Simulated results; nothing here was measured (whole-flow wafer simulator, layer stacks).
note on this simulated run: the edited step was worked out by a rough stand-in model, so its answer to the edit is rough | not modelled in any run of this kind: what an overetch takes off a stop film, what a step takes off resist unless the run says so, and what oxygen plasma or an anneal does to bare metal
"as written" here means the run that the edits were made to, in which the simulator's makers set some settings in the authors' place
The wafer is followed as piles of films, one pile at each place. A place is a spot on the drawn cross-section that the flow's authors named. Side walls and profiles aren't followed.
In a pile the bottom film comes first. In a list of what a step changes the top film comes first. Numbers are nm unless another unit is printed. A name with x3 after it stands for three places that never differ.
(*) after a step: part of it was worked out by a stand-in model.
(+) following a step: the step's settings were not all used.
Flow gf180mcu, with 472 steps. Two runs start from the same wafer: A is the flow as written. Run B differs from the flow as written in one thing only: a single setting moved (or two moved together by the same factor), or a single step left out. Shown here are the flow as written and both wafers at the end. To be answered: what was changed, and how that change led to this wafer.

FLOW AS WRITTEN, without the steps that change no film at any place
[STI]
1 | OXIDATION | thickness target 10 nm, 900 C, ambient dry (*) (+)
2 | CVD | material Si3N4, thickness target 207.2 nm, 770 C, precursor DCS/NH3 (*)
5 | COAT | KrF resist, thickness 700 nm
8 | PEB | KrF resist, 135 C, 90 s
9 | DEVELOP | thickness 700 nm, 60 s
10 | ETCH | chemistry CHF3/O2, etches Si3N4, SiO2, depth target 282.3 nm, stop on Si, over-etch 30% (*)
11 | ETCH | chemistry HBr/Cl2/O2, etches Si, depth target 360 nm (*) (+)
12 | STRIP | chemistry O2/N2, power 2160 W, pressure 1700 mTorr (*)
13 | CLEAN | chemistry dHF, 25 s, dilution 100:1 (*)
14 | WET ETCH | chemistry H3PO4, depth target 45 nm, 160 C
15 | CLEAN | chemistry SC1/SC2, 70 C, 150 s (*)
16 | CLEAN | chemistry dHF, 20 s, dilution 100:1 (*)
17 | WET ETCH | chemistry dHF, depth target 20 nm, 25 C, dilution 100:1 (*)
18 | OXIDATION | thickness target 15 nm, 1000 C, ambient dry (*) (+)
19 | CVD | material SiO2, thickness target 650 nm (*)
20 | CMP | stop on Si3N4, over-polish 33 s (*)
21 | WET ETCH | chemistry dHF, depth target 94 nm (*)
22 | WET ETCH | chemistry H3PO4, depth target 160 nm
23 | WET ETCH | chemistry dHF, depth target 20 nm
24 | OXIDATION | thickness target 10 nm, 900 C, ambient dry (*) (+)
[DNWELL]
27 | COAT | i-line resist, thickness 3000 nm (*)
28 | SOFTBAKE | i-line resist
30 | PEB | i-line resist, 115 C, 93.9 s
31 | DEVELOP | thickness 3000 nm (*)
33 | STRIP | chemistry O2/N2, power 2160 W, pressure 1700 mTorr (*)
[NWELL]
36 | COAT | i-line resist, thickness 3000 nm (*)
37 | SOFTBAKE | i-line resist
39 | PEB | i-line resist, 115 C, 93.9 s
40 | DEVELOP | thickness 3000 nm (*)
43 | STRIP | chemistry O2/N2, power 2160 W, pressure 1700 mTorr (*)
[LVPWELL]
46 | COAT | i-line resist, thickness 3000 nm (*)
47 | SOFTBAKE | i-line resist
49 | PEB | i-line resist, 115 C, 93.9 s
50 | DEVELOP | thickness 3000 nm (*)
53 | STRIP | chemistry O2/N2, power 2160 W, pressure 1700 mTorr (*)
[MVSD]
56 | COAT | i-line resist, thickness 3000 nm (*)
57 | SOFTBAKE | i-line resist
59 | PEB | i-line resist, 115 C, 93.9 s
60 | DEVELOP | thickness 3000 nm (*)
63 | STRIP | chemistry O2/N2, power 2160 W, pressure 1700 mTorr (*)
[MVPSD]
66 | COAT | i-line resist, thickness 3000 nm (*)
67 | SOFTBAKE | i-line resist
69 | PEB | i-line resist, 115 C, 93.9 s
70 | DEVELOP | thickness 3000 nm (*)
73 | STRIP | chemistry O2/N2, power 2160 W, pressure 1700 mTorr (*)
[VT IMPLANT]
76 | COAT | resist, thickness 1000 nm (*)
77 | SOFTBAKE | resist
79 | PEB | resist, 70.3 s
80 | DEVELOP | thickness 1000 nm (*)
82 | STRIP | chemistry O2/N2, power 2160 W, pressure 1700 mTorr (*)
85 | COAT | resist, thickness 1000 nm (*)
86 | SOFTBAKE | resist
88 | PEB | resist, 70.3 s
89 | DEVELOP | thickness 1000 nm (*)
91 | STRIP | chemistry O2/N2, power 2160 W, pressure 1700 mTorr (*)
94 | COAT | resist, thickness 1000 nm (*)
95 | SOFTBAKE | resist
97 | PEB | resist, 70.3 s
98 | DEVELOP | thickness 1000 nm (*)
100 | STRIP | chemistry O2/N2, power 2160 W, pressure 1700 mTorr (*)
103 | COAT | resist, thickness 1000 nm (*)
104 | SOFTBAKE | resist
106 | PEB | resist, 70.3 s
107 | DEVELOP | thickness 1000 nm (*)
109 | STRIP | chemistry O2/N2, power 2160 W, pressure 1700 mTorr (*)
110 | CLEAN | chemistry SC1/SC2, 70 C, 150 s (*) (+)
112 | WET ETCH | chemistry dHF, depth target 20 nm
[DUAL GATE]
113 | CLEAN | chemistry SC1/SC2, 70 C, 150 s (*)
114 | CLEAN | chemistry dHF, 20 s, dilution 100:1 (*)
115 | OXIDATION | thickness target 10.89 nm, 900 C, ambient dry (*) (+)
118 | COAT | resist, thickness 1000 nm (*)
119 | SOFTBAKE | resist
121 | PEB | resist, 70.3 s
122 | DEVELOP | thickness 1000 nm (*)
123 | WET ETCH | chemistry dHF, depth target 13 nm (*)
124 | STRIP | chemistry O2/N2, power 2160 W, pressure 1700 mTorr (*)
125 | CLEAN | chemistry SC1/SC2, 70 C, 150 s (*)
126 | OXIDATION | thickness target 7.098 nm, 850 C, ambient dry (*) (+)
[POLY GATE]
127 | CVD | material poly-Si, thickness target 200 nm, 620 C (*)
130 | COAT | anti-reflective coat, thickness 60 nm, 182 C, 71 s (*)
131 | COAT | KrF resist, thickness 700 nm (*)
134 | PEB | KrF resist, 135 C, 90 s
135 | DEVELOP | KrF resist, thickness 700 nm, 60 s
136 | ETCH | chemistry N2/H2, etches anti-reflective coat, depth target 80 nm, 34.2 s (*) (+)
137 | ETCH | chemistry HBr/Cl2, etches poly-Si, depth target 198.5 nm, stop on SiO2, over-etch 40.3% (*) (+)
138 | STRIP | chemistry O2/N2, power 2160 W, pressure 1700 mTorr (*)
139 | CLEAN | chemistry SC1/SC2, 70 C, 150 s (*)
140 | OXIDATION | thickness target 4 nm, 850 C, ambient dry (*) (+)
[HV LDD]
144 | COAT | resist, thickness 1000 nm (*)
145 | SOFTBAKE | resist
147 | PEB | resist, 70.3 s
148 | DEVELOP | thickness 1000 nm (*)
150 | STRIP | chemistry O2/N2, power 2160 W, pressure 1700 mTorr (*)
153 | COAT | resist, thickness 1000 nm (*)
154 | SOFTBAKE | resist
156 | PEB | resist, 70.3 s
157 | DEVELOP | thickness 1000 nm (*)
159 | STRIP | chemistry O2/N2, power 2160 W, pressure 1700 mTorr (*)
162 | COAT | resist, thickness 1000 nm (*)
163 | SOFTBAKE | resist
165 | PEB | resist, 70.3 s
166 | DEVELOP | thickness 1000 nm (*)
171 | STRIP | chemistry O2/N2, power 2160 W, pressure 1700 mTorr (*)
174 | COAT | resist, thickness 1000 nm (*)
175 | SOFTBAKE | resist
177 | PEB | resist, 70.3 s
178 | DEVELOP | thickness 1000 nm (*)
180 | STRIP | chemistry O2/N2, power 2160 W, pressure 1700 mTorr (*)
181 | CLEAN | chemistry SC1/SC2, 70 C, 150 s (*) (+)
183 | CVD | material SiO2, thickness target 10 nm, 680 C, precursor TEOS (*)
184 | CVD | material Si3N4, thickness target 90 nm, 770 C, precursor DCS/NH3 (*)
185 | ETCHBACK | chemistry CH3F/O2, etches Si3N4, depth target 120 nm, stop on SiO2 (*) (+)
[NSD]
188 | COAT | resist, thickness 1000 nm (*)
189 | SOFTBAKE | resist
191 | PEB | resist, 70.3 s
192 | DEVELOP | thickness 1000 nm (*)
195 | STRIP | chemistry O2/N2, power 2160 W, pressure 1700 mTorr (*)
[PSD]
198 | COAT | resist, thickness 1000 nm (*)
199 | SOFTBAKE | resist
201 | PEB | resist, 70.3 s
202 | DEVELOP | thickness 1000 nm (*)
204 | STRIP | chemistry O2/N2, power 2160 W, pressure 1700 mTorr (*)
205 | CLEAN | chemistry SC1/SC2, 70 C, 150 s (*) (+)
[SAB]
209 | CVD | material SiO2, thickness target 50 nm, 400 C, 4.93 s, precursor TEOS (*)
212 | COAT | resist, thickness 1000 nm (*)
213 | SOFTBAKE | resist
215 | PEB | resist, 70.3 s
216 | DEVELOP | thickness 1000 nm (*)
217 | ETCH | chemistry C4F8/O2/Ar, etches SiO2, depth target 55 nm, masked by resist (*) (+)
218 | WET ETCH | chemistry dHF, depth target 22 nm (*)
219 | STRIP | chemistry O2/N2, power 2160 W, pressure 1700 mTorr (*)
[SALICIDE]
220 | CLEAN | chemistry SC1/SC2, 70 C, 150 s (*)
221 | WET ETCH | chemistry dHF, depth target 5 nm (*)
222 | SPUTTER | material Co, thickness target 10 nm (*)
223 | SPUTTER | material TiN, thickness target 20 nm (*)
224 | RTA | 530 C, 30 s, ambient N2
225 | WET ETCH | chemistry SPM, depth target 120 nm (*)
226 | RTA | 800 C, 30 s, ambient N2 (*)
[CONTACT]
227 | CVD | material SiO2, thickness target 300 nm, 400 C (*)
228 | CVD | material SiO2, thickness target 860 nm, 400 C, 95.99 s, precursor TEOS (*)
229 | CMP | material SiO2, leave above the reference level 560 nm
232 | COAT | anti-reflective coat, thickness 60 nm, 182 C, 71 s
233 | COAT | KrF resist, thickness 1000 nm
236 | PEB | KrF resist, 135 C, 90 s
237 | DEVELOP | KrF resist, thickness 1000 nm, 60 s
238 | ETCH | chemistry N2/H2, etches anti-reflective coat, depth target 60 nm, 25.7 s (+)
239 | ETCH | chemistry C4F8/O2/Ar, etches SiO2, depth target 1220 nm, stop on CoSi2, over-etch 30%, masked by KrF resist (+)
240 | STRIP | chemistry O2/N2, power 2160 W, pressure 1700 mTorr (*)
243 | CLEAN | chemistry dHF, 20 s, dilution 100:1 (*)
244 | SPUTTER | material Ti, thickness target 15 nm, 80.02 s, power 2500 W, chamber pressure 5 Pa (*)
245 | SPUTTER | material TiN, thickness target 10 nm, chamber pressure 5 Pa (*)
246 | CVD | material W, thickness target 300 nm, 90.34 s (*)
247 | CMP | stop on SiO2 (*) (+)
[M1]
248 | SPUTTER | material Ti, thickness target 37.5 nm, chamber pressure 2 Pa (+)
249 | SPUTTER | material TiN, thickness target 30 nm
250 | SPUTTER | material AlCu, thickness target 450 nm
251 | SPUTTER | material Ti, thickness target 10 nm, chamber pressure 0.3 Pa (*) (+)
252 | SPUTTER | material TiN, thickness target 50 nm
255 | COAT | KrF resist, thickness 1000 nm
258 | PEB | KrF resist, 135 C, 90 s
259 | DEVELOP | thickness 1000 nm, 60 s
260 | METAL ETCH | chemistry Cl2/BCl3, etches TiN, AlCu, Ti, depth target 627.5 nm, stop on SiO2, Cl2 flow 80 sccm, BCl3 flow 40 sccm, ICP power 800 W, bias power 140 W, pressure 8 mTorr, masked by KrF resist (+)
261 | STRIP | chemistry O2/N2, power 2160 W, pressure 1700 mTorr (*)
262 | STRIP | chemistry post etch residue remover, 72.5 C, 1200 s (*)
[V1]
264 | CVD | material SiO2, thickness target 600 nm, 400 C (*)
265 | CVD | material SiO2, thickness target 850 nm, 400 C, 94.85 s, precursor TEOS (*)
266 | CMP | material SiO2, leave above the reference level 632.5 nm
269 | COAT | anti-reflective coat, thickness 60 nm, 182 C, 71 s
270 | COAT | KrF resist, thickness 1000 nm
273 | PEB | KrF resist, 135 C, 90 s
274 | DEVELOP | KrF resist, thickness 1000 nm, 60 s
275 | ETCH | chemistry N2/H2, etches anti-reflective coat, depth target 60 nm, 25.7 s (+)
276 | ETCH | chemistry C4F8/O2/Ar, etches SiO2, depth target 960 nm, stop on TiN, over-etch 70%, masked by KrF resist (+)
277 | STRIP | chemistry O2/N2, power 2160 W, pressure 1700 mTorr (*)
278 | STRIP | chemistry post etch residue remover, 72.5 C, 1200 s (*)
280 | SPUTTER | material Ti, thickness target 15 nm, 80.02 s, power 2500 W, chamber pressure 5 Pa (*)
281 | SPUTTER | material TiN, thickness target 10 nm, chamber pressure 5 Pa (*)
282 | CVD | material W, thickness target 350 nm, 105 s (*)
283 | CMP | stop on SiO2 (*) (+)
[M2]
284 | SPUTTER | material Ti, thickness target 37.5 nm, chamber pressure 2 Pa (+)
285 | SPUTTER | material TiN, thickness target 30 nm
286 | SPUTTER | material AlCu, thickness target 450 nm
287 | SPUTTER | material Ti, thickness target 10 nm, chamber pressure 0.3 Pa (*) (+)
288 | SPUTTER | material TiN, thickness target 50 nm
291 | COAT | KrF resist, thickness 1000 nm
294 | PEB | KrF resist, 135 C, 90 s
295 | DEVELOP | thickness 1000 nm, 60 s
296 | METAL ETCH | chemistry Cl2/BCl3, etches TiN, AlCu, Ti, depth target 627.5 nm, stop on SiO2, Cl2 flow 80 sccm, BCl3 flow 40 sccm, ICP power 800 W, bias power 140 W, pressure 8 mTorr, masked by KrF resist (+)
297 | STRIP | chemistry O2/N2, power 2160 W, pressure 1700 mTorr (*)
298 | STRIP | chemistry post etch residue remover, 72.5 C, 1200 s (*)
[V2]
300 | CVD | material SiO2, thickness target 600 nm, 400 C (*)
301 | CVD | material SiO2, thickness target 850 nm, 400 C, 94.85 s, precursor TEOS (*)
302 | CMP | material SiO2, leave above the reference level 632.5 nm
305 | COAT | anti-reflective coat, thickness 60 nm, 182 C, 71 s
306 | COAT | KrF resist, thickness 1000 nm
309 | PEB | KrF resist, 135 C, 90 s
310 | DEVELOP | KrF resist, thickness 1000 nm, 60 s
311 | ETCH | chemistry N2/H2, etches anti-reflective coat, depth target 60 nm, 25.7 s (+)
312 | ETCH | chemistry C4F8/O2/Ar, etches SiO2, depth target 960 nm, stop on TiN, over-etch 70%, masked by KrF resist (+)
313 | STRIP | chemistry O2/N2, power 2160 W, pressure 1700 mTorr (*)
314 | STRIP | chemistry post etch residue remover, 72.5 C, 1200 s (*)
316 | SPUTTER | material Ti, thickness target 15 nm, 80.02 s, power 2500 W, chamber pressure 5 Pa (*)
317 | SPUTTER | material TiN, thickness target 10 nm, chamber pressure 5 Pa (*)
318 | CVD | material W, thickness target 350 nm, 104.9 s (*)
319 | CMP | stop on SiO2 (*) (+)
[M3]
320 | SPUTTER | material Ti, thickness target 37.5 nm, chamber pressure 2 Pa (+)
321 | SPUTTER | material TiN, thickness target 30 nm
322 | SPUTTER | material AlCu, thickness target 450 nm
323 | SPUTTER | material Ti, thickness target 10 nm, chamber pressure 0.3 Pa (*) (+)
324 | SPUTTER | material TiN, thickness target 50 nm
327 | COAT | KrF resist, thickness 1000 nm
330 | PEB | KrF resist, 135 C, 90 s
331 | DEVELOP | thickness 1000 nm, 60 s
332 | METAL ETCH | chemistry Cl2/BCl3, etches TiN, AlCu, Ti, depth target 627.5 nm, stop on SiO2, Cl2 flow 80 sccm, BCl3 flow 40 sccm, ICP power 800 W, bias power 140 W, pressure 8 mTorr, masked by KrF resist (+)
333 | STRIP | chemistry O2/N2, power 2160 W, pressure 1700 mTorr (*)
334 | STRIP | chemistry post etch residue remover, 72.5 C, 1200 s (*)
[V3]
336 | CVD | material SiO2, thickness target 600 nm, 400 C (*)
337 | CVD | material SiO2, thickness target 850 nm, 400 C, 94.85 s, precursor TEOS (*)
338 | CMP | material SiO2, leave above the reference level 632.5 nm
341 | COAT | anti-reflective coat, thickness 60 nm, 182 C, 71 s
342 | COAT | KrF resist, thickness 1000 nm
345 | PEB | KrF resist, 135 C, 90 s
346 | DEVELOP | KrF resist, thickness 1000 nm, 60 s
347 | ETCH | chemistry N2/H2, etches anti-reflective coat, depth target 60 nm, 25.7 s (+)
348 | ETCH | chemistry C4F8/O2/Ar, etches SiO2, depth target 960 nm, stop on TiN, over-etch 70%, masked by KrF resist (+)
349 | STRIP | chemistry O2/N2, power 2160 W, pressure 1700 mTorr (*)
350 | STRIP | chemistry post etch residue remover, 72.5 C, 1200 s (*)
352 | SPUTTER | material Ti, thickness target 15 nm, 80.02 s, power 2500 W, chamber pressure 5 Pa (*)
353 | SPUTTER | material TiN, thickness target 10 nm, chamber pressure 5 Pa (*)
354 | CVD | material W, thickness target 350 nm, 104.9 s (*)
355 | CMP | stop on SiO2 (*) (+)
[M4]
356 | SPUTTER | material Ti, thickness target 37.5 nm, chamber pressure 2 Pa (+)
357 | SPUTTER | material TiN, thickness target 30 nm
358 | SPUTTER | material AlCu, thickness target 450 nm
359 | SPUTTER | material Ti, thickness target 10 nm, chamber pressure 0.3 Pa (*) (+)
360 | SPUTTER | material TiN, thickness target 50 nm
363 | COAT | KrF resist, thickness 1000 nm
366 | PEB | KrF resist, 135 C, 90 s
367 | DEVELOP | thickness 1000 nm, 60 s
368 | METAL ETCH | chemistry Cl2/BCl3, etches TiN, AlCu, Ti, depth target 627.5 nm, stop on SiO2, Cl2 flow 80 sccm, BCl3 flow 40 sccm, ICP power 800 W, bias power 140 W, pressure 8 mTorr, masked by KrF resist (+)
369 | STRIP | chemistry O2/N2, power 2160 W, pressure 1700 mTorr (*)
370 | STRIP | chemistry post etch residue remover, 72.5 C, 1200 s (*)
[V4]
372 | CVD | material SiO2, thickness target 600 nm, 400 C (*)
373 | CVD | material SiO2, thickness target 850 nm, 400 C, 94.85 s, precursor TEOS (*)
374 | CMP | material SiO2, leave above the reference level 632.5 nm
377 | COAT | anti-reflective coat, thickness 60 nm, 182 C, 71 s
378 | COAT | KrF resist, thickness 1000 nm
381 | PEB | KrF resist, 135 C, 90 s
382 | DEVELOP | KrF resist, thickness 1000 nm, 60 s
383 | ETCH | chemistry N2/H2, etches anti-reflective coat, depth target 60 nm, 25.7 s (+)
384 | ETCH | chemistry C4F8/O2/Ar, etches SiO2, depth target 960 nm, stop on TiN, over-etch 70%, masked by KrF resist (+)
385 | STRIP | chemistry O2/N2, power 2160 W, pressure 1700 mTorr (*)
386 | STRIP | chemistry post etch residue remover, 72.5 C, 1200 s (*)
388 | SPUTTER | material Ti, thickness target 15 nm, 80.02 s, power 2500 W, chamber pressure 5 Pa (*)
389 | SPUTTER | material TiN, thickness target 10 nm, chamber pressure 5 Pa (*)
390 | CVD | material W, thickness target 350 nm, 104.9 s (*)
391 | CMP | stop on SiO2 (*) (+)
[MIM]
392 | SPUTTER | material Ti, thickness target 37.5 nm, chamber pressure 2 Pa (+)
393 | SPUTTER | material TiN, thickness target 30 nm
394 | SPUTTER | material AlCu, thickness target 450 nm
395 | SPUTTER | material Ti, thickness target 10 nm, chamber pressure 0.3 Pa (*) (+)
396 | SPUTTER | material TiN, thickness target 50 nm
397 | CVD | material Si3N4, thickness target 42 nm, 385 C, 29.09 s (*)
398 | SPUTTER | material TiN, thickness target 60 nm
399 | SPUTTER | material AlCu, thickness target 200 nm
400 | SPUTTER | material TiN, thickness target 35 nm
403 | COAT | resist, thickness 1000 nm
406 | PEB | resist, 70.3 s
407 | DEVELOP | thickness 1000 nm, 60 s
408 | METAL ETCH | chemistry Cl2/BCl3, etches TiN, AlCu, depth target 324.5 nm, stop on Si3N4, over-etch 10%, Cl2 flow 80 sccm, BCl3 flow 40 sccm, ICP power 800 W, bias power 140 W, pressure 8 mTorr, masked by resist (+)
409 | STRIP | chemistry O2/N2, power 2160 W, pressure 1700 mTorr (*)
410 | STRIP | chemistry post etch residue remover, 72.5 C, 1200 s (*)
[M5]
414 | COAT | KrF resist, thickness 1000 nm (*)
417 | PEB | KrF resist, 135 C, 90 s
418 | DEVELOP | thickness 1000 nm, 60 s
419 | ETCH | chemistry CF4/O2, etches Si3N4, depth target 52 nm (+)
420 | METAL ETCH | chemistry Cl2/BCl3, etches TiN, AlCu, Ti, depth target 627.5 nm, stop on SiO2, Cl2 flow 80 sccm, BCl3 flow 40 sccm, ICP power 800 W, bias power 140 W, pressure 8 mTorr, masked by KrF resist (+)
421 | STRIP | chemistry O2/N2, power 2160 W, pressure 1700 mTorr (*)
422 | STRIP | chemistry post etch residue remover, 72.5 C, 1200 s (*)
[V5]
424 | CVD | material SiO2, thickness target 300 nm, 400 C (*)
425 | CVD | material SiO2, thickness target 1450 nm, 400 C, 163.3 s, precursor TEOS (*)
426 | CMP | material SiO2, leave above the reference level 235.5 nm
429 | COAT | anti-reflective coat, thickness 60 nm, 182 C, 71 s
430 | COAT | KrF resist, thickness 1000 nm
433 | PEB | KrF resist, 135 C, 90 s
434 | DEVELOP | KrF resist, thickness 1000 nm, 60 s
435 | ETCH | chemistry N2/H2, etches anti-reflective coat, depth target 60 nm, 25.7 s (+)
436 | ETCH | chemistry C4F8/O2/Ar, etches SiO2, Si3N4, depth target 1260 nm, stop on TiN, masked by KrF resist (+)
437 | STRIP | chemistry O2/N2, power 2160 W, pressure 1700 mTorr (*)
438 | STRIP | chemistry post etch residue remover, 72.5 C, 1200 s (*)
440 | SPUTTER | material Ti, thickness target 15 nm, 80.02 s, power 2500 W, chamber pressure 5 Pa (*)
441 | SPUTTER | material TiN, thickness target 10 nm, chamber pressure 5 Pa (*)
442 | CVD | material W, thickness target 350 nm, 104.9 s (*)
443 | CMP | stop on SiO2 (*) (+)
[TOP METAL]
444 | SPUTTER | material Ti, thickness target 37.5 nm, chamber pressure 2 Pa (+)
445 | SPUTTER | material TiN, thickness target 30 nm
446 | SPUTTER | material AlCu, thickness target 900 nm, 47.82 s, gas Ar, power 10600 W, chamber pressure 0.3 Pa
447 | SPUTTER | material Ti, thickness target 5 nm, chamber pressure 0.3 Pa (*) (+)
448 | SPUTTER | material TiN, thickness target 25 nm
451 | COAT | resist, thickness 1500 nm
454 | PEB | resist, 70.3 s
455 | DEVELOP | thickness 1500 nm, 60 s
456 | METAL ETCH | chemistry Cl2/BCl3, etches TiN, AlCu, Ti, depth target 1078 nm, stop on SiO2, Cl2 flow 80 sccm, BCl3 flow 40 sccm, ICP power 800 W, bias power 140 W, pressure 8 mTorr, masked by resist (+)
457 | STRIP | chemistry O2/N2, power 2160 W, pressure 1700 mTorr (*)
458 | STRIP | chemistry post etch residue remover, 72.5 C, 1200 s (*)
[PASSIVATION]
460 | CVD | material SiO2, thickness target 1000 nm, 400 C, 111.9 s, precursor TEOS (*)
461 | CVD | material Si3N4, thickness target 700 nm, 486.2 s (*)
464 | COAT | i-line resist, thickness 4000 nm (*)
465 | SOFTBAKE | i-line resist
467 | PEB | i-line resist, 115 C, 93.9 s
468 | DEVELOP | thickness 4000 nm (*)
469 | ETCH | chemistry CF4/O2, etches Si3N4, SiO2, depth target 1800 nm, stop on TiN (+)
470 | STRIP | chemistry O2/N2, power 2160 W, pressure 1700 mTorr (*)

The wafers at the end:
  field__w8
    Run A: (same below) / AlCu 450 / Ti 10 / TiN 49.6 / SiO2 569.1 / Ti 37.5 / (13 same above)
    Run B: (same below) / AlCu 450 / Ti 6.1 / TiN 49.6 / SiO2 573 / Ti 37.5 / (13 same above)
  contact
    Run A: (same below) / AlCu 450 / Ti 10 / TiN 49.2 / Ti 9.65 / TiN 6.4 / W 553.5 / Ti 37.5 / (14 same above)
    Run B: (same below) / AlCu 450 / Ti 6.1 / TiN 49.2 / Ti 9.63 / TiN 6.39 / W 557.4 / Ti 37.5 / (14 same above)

The reason: step 359, SPUTTER: thickness target 6.1 nm was run, while the flow as written has thickness target 10 nm.
The wafer itself shows it: field__w8 has Ti 6.1, and step 359 as written asks for 10 nm.

Step by step, how the change led to this:
  359 | SPUTTER | material Ti, thickness target 10 nm, chamber pressure 0.3 Pa (*) (+)
      field, field__w1, field__w2 and 108 more: A +10 Ti (new film) | B +6.1 Ti (new film)
  368 | METAL ETCH | chemistry Cl2/BCl3, etches TiN, AlCu, Ti, depth target 627.5 nm, stop on SiO2, Cl2 flow 80 sccm, BCl3 flow 40 sccm, ICP power 800 W, bias power 140 W, pressure 8 mTorr, masked by KrF resist (+)
      field, field__w1, field__w2 and 103 more: A -50 TiN (all of it), -10 Ti (all of it), -450 AlCu (all of it), -30 TiN (all of it), -37.5 Ti (all of it) | B -50 TiN (all of it), -6.1 Ti (all of it), -450 AlCu (all of it), -30 TiN (all of it), -37.5 Ti (all of it)
